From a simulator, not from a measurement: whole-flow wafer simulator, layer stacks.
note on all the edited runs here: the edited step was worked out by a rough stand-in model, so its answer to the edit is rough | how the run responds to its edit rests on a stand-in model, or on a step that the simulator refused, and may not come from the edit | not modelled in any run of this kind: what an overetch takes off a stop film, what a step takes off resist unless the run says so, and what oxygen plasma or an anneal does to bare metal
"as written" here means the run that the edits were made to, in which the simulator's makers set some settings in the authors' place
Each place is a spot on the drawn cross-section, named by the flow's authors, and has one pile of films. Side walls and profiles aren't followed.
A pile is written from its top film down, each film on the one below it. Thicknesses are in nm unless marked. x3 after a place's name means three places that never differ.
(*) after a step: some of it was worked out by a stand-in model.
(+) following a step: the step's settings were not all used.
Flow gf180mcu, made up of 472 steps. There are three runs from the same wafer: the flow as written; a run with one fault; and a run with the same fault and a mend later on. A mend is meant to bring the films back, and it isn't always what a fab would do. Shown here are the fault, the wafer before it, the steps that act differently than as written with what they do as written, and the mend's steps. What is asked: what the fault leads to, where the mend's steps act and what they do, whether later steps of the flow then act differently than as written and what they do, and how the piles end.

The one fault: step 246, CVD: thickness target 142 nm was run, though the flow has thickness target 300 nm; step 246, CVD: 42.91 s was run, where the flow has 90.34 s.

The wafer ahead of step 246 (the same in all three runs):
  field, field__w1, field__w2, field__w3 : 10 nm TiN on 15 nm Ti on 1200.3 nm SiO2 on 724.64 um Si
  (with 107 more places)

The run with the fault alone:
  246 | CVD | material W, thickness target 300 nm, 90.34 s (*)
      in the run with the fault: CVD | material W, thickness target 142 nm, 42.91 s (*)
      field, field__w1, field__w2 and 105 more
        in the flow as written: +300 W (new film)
        in the run with the fault: +143.1 W (new film)
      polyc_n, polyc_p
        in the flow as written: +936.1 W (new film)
        in the run with the fault: +779.2 W (new film)
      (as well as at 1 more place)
  Steps further on in the flow that do not act as written:
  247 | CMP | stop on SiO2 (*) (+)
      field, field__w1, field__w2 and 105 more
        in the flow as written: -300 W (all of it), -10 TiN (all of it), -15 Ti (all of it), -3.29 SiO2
        in the run with the fault: -143.1 W (all of it), -10 TiN (all of it), -15 Ti (all of it), -1.7 SiO2
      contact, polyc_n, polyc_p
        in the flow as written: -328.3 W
        in the run with the fault: -169.8 W
  At the end the piles are close to the flow's at the places that both follow, differing by at most 2% or 0.5 nm, whichever is larger.

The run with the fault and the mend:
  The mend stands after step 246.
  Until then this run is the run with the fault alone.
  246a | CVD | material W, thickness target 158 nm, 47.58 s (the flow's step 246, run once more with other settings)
      field, field__w1, field__w2 and 108 more
        +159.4 W
  Later steps of the flow that are run all act as written at every place that is followed, up to a difference of at most 2% or 0.5 nm, whichever is larger.
  At the end the piles are close to the flow's at the places that both follow, differing by at most 2% or 0.5 nm, whichever is larger.
